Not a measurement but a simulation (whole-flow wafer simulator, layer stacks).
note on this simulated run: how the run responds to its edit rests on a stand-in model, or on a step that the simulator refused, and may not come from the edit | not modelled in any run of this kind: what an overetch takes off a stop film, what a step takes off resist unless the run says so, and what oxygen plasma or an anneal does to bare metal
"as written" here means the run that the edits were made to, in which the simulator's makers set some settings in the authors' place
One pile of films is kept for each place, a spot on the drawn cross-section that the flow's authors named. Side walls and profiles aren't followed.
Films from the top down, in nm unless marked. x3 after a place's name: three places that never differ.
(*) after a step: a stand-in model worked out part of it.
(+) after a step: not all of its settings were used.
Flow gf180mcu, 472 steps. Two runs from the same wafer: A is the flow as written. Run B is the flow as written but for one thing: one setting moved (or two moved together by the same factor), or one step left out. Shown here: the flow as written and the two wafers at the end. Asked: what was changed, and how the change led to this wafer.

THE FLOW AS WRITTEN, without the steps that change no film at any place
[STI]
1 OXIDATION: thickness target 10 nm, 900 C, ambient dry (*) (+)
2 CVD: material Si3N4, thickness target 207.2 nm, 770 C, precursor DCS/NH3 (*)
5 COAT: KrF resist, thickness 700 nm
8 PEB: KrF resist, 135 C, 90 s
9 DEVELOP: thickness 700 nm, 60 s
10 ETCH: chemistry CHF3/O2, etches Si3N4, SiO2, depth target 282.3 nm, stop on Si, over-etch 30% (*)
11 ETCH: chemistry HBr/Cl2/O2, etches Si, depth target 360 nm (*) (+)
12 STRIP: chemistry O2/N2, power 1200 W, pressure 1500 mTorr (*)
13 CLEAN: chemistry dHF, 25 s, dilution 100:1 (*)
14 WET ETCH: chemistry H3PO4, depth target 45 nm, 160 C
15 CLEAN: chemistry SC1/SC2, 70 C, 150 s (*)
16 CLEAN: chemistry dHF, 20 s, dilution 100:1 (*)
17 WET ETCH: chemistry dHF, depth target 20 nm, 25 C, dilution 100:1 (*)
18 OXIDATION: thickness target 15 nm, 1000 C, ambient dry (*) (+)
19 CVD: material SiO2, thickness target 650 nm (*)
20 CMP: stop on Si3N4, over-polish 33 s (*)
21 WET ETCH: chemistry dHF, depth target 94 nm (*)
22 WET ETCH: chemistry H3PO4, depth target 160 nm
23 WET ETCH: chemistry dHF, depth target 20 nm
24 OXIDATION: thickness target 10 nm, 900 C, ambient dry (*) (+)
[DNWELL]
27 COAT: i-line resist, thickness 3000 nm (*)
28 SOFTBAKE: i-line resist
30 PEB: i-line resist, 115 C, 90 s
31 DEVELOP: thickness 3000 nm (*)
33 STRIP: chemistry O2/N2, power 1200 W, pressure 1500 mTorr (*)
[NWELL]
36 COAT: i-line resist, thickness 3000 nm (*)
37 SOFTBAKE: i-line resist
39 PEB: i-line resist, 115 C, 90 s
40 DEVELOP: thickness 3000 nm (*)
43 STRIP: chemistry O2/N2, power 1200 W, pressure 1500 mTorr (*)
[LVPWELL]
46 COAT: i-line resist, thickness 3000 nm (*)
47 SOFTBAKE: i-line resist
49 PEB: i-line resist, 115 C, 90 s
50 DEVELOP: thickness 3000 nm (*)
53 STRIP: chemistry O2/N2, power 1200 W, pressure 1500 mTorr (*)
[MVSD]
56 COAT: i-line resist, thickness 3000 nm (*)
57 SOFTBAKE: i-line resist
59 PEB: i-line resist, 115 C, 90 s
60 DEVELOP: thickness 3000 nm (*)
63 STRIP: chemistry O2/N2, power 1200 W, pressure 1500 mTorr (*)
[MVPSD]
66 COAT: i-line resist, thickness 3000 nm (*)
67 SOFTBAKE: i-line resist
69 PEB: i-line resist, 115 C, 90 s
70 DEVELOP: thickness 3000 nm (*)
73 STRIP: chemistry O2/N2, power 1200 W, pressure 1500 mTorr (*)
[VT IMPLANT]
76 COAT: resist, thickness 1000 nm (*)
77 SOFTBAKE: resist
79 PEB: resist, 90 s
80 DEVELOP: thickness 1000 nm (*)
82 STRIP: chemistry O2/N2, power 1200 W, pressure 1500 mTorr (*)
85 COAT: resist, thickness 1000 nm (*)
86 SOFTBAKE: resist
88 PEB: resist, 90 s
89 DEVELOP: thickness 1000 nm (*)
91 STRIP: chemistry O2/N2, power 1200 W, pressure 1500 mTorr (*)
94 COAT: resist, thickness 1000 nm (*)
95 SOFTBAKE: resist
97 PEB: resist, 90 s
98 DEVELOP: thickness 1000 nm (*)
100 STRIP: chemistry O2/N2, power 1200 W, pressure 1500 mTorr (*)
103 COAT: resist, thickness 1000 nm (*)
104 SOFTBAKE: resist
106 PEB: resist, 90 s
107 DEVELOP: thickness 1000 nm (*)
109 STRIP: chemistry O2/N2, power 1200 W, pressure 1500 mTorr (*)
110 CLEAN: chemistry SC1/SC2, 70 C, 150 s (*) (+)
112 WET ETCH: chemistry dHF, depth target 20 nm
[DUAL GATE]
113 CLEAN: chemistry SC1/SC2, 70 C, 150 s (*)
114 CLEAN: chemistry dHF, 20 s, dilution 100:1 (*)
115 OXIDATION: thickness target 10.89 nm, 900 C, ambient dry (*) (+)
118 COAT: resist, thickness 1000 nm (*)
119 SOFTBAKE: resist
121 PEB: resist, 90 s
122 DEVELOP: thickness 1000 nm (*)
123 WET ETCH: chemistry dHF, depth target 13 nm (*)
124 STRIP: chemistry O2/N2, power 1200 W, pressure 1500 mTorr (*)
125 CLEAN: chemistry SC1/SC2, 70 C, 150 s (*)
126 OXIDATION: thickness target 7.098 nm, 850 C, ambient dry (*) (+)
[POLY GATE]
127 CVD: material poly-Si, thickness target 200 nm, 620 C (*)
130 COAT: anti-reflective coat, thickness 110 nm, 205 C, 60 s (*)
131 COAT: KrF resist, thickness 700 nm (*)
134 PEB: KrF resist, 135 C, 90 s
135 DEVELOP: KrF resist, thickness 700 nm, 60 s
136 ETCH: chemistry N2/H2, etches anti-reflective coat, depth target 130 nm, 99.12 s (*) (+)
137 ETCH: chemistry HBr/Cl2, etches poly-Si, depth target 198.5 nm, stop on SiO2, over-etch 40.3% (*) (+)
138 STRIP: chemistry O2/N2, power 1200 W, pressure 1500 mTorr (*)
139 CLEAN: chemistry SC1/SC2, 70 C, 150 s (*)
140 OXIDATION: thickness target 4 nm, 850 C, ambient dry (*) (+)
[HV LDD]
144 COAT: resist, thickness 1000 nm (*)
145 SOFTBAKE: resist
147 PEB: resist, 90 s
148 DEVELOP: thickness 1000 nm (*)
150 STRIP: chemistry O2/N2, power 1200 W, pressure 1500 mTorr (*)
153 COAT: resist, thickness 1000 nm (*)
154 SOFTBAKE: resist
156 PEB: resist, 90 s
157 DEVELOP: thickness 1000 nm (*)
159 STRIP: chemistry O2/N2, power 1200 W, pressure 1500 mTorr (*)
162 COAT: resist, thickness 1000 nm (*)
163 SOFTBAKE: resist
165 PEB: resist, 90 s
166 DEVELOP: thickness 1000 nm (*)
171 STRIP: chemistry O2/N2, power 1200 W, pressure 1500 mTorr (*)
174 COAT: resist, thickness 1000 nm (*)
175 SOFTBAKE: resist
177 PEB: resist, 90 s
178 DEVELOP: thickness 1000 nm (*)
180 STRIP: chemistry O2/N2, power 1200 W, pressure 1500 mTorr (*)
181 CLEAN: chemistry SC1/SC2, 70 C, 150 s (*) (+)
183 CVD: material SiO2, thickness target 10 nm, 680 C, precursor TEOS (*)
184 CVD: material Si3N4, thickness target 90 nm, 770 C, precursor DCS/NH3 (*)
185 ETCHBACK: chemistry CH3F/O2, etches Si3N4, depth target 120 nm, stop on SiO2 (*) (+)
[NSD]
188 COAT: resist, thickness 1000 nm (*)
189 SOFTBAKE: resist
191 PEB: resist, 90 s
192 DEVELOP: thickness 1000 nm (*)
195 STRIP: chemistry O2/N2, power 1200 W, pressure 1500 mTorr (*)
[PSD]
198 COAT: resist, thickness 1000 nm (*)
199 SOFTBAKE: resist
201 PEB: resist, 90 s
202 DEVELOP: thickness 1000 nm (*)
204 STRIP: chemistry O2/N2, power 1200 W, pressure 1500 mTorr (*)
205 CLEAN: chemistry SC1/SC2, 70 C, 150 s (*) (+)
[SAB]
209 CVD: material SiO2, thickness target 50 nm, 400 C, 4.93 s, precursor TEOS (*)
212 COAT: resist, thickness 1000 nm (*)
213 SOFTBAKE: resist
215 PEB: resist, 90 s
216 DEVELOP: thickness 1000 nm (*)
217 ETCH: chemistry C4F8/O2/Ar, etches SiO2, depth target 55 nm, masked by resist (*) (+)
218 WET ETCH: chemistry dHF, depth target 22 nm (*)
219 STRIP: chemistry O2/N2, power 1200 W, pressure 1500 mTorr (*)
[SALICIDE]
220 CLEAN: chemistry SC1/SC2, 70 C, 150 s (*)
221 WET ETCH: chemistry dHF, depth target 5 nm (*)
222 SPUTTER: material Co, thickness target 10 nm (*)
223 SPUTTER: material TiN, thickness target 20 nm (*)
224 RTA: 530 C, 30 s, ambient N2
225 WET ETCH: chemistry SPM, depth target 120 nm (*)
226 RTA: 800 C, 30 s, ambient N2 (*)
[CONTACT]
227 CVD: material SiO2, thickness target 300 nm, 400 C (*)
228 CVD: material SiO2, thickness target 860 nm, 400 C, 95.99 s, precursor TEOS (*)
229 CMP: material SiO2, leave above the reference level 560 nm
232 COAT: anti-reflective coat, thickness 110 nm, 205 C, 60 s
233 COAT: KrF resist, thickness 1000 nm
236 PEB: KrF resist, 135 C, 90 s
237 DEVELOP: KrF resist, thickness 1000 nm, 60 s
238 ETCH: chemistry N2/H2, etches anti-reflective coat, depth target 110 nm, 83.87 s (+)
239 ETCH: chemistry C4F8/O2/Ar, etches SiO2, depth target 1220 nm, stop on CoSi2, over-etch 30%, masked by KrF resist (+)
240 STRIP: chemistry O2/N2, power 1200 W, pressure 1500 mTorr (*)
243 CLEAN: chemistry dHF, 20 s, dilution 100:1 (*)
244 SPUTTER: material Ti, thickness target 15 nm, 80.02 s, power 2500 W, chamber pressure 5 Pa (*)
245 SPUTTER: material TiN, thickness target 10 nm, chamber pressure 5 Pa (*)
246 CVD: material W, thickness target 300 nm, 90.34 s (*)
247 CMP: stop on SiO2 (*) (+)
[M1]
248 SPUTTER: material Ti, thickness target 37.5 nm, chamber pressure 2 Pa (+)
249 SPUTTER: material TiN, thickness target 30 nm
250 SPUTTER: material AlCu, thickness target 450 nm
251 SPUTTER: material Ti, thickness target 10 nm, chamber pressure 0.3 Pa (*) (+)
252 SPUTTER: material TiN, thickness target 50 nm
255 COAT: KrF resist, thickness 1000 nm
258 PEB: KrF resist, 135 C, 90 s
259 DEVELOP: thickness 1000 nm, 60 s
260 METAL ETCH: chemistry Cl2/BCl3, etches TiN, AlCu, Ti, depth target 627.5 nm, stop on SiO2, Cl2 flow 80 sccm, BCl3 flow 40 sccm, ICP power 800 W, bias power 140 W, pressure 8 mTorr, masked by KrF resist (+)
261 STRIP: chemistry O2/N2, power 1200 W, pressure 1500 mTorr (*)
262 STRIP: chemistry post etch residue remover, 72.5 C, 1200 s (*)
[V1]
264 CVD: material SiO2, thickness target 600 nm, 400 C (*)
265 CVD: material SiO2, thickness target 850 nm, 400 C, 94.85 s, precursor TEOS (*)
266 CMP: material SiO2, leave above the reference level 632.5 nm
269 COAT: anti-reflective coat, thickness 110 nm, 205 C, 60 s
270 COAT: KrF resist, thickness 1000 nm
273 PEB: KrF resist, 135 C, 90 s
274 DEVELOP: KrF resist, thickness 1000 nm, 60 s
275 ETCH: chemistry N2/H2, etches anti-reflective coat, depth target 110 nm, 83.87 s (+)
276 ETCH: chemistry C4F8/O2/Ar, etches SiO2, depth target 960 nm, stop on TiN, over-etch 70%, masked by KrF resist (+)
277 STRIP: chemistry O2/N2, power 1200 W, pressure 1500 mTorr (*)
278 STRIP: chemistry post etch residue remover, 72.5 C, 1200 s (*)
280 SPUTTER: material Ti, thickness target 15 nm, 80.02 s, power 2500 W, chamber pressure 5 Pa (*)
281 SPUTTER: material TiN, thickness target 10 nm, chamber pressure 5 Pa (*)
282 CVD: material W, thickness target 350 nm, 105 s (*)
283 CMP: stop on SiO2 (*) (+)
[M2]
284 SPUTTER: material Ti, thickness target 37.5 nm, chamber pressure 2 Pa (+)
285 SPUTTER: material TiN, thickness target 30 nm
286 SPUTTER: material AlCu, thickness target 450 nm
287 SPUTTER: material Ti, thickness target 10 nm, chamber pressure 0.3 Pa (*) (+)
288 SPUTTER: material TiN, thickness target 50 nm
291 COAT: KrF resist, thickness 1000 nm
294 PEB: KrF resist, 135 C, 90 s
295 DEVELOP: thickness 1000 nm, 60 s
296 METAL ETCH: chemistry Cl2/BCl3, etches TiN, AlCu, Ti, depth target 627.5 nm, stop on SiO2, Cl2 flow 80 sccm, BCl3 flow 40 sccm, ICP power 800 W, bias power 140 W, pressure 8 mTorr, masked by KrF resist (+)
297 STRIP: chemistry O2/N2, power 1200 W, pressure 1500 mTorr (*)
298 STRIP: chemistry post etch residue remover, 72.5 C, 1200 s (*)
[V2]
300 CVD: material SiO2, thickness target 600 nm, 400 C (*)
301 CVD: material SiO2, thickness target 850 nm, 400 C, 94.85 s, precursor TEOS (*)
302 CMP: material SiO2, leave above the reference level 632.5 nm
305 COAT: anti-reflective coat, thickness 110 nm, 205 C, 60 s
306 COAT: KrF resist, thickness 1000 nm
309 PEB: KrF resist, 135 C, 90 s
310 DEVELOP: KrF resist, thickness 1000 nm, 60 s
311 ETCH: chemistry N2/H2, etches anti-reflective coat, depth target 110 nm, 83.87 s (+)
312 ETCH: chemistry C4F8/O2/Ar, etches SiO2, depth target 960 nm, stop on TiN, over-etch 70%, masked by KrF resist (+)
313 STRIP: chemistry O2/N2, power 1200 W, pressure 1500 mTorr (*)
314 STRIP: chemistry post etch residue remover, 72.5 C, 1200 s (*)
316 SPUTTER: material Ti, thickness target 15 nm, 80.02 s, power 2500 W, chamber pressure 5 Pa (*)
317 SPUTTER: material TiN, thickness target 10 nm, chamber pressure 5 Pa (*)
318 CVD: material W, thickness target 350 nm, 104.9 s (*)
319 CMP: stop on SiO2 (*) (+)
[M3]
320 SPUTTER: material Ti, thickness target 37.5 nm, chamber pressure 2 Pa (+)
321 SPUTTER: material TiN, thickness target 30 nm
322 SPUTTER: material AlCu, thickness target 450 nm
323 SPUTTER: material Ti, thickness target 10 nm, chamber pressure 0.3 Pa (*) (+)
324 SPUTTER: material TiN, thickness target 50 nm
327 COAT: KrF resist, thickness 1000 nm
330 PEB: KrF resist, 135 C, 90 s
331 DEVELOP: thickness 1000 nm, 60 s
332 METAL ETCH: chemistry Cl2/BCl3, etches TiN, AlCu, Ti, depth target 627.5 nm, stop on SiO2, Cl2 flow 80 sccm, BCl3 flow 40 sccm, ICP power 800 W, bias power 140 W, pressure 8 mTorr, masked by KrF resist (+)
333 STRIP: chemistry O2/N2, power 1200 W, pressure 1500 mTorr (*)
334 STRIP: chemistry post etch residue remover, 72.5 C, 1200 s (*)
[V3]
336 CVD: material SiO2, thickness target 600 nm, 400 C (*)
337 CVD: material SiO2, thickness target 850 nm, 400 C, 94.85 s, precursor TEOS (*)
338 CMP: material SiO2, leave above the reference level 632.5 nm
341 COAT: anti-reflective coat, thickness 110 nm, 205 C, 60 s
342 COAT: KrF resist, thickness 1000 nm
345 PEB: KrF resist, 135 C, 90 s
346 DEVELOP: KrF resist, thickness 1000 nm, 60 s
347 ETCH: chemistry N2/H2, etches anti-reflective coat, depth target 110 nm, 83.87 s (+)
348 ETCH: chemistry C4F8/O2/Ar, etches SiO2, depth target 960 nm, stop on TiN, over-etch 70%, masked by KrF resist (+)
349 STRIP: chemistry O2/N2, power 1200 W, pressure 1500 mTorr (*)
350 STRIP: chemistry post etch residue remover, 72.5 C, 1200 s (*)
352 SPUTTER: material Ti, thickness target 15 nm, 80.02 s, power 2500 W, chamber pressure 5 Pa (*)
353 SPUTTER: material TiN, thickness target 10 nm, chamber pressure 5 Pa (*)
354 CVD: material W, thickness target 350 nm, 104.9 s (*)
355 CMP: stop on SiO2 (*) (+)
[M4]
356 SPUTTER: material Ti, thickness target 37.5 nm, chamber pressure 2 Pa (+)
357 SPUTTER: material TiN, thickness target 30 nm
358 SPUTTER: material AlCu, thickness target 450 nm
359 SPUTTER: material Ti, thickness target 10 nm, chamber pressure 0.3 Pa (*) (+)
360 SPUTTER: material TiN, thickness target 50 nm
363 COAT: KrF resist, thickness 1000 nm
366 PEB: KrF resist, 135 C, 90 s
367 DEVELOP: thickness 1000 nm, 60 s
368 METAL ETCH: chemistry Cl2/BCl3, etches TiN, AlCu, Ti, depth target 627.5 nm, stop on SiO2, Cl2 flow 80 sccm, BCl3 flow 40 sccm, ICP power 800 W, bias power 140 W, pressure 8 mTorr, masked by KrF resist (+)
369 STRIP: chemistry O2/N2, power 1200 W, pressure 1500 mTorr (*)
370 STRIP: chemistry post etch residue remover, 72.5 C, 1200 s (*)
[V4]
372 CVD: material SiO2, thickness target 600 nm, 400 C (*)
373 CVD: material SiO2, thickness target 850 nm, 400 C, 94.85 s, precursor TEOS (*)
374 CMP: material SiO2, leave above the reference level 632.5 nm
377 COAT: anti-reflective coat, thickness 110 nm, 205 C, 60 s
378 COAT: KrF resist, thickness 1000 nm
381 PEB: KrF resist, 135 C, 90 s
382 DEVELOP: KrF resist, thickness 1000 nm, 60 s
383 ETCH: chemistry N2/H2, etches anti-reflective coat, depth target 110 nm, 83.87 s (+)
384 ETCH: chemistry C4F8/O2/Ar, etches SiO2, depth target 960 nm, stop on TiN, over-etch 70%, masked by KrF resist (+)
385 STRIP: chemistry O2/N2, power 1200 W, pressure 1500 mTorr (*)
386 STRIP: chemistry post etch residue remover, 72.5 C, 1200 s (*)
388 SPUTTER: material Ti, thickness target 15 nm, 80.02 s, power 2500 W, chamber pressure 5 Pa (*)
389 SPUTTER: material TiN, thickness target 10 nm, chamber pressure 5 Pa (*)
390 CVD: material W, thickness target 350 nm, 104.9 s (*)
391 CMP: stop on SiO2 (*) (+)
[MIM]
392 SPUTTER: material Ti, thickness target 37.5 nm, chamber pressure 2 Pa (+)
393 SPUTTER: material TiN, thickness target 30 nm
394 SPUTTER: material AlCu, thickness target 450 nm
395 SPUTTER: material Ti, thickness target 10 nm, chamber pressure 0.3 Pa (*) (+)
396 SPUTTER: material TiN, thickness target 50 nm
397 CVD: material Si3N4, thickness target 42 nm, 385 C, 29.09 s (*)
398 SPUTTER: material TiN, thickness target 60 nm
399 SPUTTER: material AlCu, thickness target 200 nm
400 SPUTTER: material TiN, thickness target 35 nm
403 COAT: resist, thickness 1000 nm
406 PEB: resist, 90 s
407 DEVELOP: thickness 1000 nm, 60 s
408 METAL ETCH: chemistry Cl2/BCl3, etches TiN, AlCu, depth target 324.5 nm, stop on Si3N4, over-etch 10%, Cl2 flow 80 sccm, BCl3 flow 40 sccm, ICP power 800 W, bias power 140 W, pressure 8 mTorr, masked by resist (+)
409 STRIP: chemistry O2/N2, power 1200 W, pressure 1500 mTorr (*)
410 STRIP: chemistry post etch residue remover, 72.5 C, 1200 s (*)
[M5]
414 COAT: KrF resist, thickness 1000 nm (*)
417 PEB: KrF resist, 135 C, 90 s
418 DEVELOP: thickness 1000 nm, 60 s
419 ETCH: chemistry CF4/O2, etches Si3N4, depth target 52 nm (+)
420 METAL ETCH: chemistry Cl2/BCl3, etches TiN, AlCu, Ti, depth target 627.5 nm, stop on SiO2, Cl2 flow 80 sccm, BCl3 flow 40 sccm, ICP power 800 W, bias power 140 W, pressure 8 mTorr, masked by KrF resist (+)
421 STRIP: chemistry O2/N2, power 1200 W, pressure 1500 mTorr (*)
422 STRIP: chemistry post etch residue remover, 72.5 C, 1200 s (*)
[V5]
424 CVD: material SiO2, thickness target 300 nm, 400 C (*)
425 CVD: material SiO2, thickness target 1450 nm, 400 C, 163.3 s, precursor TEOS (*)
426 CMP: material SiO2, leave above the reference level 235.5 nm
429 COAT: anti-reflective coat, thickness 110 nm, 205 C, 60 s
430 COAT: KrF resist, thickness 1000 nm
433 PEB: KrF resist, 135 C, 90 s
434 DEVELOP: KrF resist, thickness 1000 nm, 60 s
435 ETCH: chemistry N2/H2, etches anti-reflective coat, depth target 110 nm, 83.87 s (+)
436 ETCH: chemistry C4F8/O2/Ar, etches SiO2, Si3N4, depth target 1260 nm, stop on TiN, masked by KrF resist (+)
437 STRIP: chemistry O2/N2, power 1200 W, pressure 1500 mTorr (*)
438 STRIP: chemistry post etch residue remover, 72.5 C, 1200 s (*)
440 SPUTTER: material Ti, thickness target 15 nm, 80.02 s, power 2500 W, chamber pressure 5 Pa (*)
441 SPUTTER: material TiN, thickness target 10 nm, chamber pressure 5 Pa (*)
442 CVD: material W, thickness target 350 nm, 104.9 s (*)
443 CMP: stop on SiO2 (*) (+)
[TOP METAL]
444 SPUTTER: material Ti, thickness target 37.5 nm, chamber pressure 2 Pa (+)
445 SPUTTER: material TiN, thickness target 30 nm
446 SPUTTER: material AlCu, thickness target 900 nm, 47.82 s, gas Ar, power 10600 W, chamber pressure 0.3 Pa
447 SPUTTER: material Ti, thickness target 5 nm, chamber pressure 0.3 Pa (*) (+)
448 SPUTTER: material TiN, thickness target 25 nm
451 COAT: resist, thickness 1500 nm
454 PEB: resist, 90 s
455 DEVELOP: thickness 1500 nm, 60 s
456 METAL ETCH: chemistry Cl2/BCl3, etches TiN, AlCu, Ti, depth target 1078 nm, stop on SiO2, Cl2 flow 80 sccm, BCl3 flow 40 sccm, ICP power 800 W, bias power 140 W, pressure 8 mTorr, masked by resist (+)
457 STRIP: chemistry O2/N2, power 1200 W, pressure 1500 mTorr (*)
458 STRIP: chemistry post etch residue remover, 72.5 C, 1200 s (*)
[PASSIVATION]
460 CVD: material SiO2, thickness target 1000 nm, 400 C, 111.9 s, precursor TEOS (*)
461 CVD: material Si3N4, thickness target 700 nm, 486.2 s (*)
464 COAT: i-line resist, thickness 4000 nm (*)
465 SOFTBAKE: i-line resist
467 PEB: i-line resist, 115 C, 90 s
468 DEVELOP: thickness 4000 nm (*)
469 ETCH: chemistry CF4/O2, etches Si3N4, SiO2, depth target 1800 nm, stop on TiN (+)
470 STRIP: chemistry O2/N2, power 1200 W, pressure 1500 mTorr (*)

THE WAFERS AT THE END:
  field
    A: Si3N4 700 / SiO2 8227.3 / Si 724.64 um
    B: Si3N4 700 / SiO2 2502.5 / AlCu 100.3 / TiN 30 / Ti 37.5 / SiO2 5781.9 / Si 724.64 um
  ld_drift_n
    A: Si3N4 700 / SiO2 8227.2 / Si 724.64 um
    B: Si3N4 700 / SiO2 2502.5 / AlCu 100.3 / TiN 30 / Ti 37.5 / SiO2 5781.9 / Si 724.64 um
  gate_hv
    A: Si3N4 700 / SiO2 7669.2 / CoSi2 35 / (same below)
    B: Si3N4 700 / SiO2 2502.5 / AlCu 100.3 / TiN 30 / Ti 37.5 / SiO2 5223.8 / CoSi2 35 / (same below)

The cause: step 394, SPUTTER: thickness target 675 nm was run, where the flow has thickness target 450 nm.

How the change led to this, step by step:
  394 SPUTTER: material AlCu, thickness target 450 nm
      field, field__w1, field__w2 and 108 more: A AlCu +450 (new film) | B AlCu +675 (new film)
  420 METAL ETCH: chemistry Cl2/BCl3, etches TiN, AlCu, Ti, depth target 627.5 nm, stop on SiO2, Cl2 flow 80 sccm, BCl3 flow 40 sccm, ICP power 800 W, bias power 140 W, pressure 8 mTorr, masked by KrF resist (+)
      field, field__w1, field__w2 and 101 more: A TiN -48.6 (all of it), Ti -10 (all of it), AlCu -450 (all of it), TiN -30 (all of it), Ti -37.5 (all of it) | B TiN -48.6 (all of it), Ti -10 (all of it), AlCu -568.9
  422 STRIP: chemistry post etch residue remover, 72.5 C, 1200 s (*)
      field, field__w1, field__w2 and 101 more: A nothing | B AlCu -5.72
  424 CVD: material SiO2, thickness target 300 nm, 400 C (*)
      field, field__w1, field__w2 and 101 more: A SiO2 +300 | B SiO2 +300 (new film)
  426 CMP: material SiO2, leave above the reference level 235.5 nm
      field, field__w1, field__w5 and 92 more: A SiO2 -300.8 | B SiO2 -243.7
      field__w2, field__w3, field__w12 and 6 more: A SiO2 -272.7 | B SiO2 -212.9
Counting metal films that touch as one body, field has 1 body; the flow as written gives 0 bodies.
Counting metal films that touch as one body, ld_drift_n has 1 body; the flow as written gives 0 bodies.
Counting metal films that touch as one body, gate_hv has 2 bodies (between them, from the top down: SiO2 5223.8); the flow as written gives 1 body.
